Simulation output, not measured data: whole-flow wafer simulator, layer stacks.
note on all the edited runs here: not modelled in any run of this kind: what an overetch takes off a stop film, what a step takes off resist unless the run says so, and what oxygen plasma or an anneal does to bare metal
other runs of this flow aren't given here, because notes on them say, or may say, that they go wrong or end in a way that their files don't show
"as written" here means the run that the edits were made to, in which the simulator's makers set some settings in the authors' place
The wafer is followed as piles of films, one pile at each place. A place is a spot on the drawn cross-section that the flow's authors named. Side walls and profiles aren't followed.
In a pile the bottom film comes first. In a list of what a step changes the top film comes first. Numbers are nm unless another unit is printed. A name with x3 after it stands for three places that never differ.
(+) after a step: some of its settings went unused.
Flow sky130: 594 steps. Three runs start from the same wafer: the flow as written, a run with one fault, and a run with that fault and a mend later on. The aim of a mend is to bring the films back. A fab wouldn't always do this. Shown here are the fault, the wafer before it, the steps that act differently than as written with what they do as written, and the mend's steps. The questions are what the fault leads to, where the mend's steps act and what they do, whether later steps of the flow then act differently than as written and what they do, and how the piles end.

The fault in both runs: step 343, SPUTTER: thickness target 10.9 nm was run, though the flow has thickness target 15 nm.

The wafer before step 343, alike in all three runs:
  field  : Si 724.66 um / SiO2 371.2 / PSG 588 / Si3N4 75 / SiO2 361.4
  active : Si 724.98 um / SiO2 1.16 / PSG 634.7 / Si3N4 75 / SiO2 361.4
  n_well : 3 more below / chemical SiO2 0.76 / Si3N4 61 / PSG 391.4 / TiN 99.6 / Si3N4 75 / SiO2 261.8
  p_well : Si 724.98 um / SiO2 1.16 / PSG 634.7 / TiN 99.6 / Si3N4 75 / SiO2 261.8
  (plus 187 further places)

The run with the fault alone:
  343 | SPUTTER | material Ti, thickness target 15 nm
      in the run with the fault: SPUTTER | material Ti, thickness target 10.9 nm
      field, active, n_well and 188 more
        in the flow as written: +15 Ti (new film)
        in the run with the fault: +10.9 Ti (new film)
  Steps later in the flow that act otherwise than as written (9 more steps, not shown, differ only slightly: by at most 2% or 0.5 nm, whichever is larger):
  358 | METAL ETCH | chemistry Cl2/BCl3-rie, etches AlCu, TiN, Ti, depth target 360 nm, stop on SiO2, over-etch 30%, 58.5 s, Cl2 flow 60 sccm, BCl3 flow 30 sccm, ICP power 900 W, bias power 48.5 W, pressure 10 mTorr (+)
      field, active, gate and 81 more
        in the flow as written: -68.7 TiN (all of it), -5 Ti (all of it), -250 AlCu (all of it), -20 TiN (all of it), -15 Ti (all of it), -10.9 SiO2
        in the run with the fault: -68.7 TiN (all of it), -5 Ti (all of it), -250 AlCu (all of it), -20 TiN (all of it), -10.9 Ti (all of it), -11.3 SiO2
  At n_well, p_well, gate_hv and 104 more, the piles at the end differ from the flow's by more than 2% or 0.5 nm, whichever is larger.
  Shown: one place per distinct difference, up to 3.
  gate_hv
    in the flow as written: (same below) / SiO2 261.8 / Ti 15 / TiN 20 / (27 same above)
    in the run with the fault: (same below) / SiO2 261.8 / Ti 10.9 / TiN 20 / (27 same above)
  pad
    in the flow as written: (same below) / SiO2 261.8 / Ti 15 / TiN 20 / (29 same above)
    in the run with the fault: (same below) / SiO2 261.8 / Ti 10.9 / TiN 20 / (29 same above)
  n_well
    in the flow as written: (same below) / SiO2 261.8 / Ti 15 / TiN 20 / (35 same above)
    in the run with the fault: (same below) / SiO2 261.8 / Ti 10.9 / TiN 20 / (35 same above)

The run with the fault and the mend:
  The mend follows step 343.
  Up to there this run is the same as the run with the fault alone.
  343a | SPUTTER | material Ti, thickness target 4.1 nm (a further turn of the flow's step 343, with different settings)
      field, active, n_well and 188 more
        +4.1 Ti
  Every later step of the flow that is run acts as written at every place that is followed.
  At every place that both follow, the piles at the end match the flow's.
